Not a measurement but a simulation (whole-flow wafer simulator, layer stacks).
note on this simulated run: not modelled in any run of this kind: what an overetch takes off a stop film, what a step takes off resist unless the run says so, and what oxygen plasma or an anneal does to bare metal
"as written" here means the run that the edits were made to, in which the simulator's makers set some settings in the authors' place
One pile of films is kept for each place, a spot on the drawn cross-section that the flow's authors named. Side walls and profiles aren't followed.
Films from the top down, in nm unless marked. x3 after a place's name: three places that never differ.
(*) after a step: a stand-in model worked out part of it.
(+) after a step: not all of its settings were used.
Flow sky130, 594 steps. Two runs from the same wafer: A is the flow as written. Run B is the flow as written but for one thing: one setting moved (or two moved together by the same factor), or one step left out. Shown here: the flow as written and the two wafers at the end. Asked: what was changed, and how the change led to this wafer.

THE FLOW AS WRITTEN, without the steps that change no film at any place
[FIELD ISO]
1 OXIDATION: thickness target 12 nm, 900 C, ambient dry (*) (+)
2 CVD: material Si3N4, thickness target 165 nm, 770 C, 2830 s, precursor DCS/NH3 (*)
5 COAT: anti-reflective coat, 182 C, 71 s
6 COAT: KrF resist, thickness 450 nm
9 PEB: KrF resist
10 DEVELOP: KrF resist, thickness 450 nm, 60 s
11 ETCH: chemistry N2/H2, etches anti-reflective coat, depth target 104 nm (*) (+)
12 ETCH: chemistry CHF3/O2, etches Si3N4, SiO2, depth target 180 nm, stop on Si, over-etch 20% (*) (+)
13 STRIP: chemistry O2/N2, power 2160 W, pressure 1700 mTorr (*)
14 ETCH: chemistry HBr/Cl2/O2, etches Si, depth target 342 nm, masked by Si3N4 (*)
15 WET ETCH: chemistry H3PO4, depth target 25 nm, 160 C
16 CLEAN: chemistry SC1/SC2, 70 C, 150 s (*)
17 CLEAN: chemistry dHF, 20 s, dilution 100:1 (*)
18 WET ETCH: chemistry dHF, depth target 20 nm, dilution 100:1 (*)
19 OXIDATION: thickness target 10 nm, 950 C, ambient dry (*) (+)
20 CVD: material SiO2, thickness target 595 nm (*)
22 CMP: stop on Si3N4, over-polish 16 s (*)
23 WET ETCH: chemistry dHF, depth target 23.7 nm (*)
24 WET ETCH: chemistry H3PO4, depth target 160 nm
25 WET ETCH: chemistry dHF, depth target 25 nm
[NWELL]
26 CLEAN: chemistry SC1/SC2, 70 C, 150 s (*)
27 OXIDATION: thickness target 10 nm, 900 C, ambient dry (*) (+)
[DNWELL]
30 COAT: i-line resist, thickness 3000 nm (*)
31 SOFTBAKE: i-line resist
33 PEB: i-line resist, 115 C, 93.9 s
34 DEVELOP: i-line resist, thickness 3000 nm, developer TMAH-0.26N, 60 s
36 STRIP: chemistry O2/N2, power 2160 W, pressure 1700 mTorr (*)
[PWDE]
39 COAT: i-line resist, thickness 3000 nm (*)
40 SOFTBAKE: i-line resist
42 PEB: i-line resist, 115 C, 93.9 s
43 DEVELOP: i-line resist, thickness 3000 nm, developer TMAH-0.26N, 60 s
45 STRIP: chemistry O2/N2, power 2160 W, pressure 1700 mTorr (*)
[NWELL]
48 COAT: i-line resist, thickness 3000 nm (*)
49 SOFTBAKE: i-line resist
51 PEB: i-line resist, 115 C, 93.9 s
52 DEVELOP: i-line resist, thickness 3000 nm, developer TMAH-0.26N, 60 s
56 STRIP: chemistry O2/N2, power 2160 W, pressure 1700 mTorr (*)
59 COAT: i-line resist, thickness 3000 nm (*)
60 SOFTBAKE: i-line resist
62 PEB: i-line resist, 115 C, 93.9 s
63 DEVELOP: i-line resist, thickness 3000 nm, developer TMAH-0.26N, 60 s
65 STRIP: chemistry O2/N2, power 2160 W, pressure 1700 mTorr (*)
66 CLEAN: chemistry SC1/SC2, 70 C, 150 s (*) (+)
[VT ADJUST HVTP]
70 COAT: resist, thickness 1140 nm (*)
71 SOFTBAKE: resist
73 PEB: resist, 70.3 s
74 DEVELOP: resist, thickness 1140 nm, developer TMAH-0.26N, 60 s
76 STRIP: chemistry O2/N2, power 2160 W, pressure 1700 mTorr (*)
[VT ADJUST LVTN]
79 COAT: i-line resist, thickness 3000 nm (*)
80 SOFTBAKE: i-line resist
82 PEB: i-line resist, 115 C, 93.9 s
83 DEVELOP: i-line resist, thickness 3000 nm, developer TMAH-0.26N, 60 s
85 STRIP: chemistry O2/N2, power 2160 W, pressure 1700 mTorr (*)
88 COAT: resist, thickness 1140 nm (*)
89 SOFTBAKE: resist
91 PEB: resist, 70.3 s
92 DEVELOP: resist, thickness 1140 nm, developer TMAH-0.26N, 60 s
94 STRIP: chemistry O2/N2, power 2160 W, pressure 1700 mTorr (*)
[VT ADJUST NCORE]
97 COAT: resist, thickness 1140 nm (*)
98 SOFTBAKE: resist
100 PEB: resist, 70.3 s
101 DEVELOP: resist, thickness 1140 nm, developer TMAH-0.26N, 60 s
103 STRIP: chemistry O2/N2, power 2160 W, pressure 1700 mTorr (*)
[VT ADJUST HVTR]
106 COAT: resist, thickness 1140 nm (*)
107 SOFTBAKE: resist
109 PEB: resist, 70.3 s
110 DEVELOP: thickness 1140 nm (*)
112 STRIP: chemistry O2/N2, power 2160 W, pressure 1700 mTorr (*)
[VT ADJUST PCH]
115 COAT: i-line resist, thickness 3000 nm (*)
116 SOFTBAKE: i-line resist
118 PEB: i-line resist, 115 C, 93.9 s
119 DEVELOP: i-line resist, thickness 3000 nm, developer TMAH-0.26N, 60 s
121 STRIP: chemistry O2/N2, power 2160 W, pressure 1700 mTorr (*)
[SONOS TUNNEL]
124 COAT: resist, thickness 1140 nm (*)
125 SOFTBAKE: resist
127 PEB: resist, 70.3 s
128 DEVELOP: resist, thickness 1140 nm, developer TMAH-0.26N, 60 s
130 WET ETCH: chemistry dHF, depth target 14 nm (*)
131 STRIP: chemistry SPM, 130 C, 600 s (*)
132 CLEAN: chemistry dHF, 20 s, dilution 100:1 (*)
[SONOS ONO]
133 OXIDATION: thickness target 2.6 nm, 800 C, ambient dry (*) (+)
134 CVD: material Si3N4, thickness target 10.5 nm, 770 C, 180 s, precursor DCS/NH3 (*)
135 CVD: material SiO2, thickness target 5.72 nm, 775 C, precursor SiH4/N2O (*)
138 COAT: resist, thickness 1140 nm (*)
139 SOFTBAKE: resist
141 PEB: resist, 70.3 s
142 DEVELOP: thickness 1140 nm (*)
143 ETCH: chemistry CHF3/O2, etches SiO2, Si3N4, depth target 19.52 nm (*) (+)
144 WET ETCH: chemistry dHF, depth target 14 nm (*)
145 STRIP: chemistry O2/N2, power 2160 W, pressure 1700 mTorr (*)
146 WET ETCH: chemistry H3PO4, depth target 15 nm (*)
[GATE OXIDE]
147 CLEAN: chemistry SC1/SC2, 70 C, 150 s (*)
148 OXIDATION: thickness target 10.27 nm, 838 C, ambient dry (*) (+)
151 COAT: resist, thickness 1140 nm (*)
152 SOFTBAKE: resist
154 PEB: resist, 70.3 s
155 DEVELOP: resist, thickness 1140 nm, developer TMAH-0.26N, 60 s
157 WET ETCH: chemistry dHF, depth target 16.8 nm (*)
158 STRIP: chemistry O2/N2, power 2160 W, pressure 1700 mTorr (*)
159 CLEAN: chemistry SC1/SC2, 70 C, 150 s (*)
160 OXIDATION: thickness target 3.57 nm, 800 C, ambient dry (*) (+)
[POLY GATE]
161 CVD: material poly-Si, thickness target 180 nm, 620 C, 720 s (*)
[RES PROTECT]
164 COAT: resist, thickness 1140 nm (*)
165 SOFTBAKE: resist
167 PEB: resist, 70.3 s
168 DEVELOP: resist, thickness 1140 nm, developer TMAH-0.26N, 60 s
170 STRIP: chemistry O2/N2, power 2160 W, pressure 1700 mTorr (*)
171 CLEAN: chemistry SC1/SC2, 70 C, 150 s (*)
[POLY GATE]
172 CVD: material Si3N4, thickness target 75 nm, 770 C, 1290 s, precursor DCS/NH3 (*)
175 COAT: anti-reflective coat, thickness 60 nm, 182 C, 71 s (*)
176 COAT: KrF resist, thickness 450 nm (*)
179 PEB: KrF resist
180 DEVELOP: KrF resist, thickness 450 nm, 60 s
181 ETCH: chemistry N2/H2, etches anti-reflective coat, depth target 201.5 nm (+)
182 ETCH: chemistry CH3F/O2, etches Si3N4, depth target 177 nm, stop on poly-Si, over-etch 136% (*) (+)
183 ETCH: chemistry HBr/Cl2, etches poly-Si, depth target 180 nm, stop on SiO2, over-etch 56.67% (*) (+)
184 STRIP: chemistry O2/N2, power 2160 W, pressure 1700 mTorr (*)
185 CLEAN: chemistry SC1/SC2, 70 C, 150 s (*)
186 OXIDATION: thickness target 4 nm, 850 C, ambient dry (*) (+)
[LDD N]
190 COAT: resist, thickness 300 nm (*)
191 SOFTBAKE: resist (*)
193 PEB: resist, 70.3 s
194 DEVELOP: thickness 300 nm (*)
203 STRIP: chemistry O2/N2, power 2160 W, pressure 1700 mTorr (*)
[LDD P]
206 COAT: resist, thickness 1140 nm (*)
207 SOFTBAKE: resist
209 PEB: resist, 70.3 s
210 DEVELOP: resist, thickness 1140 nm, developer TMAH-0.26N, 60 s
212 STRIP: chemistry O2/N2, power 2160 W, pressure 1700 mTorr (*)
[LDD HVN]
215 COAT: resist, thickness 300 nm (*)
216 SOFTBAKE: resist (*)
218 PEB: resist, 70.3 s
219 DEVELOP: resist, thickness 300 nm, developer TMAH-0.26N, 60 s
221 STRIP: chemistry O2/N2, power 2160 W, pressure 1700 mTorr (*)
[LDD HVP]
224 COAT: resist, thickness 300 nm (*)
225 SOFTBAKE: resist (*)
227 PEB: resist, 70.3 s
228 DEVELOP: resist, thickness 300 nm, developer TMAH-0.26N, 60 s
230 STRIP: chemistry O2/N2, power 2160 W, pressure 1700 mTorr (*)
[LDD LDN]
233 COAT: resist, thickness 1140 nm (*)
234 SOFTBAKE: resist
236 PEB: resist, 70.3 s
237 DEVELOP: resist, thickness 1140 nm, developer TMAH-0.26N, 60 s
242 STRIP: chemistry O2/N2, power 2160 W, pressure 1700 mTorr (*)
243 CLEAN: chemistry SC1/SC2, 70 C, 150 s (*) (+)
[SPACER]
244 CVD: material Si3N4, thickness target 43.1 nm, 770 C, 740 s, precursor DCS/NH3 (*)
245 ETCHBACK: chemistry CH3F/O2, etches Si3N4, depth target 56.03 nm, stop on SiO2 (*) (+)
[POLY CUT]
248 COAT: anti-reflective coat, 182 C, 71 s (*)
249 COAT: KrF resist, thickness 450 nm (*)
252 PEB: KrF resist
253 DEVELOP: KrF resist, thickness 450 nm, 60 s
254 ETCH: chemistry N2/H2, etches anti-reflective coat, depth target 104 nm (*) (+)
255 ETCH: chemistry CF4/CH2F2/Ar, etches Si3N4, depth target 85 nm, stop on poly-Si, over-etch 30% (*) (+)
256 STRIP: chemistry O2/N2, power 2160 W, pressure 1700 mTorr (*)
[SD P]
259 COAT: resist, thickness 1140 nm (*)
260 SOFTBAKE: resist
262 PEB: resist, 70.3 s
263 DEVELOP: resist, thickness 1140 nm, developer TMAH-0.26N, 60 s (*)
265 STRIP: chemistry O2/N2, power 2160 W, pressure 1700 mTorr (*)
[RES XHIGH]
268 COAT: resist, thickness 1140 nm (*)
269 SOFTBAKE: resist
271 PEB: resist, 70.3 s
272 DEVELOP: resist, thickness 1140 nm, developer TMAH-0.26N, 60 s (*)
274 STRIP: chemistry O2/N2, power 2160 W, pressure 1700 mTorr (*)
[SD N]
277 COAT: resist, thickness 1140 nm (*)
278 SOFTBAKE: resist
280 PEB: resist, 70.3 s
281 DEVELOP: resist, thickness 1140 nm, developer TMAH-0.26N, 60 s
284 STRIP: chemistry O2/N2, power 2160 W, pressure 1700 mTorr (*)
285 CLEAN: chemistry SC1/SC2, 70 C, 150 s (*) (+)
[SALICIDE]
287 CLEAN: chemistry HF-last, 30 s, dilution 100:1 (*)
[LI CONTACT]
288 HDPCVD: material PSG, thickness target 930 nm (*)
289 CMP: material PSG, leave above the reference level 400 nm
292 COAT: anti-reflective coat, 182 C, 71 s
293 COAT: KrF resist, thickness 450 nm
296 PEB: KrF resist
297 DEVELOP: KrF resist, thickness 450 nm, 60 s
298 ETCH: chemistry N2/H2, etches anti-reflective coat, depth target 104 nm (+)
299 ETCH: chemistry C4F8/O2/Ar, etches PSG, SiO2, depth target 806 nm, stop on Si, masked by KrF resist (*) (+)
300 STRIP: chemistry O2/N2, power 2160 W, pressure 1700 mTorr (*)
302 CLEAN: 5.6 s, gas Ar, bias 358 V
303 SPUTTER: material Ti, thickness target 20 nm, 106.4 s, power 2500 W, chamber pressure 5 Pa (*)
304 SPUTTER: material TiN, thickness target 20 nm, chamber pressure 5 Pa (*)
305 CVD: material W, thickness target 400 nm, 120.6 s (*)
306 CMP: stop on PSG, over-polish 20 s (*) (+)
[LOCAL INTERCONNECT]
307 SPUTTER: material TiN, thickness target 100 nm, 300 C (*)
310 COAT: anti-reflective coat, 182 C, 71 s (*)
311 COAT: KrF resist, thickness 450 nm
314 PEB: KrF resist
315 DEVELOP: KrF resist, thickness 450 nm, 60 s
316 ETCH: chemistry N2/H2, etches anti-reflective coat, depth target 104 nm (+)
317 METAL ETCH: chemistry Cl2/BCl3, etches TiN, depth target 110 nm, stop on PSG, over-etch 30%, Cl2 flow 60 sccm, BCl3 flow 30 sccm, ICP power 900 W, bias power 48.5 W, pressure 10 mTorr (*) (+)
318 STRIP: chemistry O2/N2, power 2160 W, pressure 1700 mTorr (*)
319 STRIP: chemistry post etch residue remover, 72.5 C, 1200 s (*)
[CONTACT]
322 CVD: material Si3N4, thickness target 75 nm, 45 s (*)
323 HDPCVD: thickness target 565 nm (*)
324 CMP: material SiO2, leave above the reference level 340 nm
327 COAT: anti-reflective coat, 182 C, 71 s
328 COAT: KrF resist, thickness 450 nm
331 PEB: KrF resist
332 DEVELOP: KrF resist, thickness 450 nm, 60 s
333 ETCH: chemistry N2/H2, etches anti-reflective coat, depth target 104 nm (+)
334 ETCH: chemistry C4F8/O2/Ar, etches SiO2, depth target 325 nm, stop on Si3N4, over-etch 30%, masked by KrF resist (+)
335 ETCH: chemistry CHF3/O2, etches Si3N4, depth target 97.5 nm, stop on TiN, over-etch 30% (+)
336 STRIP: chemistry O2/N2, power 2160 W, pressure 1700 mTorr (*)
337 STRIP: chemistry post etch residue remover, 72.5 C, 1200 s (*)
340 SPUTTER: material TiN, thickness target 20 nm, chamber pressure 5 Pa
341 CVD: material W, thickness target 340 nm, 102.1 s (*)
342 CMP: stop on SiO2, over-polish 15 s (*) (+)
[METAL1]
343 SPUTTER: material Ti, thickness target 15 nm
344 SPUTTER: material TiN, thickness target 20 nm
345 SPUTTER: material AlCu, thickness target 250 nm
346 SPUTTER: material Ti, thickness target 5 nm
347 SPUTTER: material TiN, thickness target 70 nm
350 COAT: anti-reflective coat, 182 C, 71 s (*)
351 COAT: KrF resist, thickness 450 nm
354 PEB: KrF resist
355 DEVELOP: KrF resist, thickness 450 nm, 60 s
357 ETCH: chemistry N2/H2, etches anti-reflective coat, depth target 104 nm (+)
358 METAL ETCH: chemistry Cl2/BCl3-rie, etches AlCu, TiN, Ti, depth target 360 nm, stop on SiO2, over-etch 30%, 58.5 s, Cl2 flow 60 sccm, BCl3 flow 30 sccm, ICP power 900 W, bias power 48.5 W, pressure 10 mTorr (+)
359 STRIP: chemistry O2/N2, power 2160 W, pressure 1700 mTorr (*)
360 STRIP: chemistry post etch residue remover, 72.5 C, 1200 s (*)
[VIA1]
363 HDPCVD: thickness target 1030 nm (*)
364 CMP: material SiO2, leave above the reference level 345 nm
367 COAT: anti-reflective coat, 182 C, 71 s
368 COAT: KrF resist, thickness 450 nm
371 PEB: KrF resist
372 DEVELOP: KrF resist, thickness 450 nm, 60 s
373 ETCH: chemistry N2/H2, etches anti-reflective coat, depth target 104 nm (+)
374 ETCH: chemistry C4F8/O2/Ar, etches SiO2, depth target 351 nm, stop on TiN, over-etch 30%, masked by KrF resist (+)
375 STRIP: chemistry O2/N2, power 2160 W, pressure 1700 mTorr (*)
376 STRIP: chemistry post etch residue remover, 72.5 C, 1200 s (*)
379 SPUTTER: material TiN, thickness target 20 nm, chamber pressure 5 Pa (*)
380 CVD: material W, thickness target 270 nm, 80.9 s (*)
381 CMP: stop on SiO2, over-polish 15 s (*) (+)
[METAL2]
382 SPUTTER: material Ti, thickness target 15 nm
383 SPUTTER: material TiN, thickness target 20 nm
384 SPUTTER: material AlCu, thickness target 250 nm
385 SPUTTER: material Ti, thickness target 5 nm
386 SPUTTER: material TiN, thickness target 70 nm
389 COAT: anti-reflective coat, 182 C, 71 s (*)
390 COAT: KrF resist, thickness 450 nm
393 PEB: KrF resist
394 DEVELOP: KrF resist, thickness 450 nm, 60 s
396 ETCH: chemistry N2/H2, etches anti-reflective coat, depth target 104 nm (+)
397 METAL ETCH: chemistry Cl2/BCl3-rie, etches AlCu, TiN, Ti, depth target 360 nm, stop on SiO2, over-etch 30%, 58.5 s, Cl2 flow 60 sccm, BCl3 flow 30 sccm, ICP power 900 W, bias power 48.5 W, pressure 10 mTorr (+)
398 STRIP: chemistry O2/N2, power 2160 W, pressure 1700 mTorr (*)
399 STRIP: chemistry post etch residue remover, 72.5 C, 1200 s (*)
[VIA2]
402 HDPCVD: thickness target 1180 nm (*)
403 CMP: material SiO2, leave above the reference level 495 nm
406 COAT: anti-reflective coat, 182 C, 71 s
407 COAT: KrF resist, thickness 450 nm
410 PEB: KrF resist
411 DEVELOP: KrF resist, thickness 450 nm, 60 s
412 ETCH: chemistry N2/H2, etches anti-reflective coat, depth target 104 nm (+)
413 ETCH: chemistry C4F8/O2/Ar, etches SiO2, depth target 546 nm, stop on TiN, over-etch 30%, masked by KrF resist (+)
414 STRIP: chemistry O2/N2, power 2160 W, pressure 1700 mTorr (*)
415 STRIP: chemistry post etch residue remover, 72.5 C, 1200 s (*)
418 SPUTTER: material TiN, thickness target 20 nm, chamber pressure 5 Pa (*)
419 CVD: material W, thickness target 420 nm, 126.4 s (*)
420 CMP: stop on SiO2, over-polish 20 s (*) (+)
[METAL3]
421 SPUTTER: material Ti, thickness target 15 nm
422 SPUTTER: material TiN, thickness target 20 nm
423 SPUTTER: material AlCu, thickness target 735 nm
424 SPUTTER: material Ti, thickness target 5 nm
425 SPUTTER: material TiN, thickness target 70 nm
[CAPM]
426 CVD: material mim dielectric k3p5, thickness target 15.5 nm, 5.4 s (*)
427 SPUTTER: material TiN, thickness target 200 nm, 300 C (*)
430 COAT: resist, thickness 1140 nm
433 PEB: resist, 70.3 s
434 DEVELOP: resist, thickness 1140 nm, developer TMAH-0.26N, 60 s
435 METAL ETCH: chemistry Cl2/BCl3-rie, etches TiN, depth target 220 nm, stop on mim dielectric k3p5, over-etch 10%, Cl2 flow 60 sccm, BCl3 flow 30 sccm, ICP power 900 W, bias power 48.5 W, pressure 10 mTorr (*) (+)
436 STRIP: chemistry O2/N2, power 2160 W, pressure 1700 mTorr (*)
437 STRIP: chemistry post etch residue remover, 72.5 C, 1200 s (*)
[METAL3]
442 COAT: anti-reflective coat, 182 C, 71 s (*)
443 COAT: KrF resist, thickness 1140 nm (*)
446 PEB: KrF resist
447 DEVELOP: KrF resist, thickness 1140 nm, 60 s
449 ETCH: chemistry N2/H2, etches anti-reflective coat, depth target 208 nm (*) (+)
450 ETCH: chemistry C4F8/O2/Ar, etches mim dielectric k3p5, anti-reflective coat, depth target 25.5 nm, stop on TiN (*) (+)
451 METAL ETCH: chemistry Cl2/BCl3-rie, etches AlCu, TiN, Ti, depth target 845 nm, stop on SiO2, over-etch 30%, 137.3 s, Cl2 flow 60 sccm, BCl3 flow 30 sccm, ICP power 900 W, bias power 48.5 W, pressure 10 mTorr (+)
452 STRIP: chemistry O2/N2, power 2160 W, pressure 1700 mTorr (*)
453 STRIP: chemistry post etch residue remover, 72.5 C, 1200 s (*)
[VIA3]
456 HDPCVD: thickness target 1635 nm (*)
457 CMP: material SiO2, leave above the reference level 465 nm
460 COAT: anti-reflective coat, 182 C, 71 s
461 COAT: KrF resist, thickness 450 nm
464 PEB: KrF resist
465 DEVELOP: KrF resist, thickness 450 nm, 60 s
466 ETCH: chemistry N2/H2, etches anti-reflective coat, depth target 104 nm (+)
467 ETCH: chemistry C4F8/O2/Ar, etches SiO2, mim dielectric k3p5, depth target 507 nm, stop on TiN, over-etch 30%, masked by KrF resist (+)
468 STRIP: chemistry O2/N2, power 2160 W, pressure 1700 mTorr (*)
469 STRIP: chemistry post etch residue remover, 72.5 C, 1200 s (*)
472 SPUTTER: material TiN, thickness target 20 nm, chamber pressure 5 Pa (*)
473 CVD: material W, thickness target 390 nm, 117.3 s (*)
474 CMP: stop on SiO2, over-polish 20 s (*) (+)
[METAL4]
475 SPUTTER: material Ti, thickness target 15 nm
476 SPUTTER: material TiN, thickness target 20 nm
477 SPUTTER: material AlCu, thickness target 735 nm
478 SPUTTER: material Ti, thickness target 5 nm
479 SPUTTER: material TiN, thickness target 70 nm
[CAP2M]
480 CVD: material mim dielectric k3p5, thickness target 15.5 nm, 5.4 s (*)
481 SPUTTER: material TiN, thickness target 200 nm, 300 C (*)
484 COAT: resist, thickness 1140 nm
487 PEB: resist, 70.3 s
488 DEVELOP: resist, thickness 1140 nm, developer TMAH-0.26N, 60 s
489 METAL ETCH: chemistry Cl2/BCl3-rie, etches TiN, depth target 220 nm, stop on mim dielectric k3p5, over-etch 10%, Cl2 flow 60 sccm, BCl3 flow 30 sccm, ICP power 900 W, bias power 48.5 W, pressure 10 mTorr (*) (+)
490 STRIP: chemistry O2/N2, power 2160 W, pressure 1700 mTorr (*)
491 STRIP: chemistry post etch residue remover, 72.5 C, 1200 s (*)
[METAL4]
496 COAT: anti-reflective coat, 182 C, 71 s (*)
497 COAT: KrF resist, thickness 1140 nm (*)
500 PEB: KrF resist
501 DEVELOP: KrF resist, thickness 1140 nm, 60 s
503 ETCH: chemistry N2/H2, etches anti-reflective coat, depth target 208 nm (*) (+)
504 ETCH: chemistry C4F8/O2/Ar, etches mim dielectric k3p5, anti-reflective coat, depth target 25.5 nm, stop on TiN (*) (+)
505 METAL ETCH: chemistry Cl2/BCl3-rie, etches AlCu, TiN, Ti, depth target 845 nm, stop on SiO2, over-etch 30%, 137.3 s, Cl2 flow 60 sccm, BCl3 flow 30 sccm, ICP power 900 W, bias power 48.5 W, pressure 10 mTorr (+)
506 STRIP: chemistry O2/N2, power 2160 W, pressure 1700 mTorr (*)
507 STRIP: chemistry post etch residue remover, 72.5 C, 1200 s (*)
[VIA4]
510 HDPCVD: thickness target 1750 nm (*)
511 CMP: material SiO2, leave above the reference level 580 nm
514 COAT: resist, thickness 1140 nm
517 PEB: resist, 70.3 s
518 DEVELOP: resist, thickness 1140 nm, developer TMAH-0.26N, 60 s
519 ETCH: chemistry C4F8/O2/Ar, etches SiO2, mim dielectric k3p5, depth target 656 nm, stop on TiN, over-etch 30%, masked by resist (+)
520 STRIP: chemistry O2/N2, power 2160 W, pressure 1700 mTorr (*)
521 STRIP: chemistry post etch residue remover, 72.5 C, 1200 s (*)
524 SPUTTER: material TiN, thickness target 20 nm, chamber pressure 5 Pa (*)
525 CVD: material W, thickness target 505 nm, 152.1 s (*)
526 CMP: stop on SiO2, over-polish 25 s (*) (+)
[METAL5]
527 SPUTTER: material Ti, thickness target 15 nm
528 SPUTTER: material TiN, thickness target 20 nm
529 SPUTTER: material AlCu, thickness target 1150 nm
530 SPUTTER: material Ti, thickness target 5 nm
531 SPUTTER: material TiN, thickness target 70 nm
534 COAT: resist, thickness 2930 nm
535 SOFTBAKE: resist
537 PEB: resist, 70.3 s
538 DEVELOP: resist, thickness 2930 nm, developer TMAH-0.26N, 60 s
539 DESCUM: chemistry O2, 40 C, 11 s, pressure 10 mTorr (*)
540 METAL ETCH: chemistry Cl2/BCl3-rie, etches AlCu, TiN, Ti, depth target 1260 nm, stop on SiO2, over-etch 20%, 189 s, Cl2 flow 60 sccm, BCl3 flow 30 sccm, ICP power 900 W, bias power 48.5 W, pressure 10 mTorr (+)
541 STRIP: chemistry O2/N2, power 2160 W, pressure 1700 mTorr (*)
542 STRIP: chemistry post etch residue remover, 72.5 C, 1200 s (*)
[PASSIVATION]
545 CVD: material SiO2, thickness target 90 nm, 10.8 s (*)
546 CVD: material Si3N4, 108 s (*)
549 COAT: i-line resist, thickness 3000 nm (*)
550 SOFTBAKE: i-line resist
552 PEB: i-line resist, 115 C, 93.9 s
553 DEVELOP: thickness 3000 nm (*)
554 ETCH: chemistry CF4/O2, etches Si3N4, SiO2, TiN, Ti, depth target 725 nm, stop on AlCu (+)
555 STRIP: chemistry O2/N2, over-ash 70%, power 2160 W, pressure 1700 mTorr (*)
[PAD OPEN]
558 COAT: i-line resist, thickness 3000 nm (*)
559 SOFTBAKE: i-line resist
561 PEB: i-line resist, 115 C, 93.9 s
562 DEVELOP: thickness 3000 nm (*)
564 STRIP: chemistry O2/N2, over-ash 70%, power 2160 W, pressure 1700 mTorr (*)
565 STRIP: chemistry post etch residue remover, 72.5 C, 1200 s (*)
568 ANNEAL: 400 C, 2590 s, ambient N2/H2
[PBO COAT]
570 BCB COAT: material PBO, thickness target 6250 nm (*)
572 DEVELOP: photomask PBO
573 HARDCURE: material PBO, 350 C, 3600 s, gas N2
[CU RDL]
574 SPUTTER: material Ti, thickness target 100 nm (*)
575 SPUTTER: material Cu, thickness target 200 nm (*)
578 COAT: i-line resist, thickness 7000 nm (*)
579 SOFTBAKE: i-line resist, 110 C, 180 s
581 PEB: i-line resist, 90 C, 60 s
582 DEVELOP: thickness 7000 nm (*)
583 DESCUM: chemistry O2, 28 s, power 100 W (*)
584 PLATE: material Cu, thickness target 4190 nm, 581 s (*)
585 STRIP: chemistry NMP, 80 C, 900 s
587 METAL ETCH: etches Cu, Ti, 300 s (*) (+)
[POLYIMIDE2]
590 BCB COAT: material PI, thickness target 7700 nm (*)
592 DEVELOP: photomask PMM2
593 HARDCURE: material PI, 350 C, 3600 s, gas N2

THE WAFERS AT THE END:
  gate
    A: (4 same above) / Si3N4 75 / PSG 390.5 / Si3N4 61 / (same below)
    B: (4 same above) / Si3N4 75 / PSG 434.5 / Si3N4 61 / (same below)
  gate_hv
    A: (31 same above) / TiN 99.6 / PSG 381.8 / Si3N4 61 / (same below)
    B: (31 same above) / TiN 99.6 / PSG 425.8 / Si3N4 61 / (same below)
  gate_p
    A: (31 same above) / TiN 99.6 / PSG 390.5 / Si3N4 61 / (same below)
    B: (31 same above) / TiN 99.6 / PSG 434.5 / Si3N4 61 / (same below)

The cause: step 289, CMP: leave above the reference level 444 nm was run, where the flow has leave above the reference level 400 nm.

How the change led to this, step by step:
  289 CMP: material PSG, leave above the reference level 400 nm
      gate, spacer, gate_p and 34 more: A PSG -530 | B PSG -486
      mim, vpp_sp, vpp_ln and 30 more: A PSG -333.9 | B PSG -289.9
      (and at 122 more places)
  299 ETCH: chemistry C4F8/O2/Ar, etches PSG, SiO2, depth target 806 nm, stop on Si, masked by KrF resist (*) (+)
      contact, ndiff_licon, ndiff_licon_cpp: A PSG -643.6 (all of it), SiO2 -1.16 (all of it) | B PSG -687.6 (all of it), SiO2 -1.16 (all of it)
      poly_licon, rpo_hd_licon: A PSG -411.7 (all of it) | B PSG -455.7 (all of it)
  303 SPUTTER: material Ti, thickness target 20 nm, 106.4 s, power 2500 W, chamber pressure 5 Pa (*)
      ndiff_licon: A Ti +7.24 (new film) | B Ti +6.73 (new film)
      rpo_hd_licon: A Ti +10.3 (new film) | B Ti +9.69 (new film)
  304 SPUTTER: material TiN, thickness target 20 nm, chamber pressure 5 Pa (*)
      rpo_hd_licon: A TiN +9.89 (new film) | B TiN +9.26 (new film)
  305 CVD: material W, thickness target 400 nm, 120.6 s (*)
      ndiff_licon: A W +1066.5 (new film) | B W +1111.5 (new film)
      ndiff_licon_cpp: A W +1067.9 (new film) | B W +1112.8 (new film)
      (and at 1 more place)
  306 CMP: stop on PSG, over-polish 20 s (*) (+)
      poly_licon: A W -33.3 | B nothing
  310 COAT: anti-reflective coat, 182 C, 71 s (*)
      poly_licon: A anti-reflective coat +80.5 (new film) | B anti-reflective coat +91.1 (new film)
  318 STRIP: chemistry O2/N2, power 2160 W, pressure 1700 mTorr (*)
      poly_licon: A KrF resist -333.9 (all of it), anti-reflective coat -80.5 (all of it) | B KrF resist -333.9 (all of it), anti-reflective coat -91.1 (all of it)
  324 CMP: material SiO2, leave above the reference level 340 nm
      poly_licon: A SiO2 -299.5 | B SiO2 -288.8
  334 ETCH: chemistry C4F8/O2/Ar, etches SiO2, depth target 325 nm, stop on Si3N4, over-etch 30%, masked by KrF resist (+)
      poly_licon: A SiO2 -264.9 (all of it) | B SiO2 -275.6 (all of it)
  342 CMP: stop on SiO2, over-polish 15 s (*) (+)
      poly_licon: A W -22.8 | B W -12.1
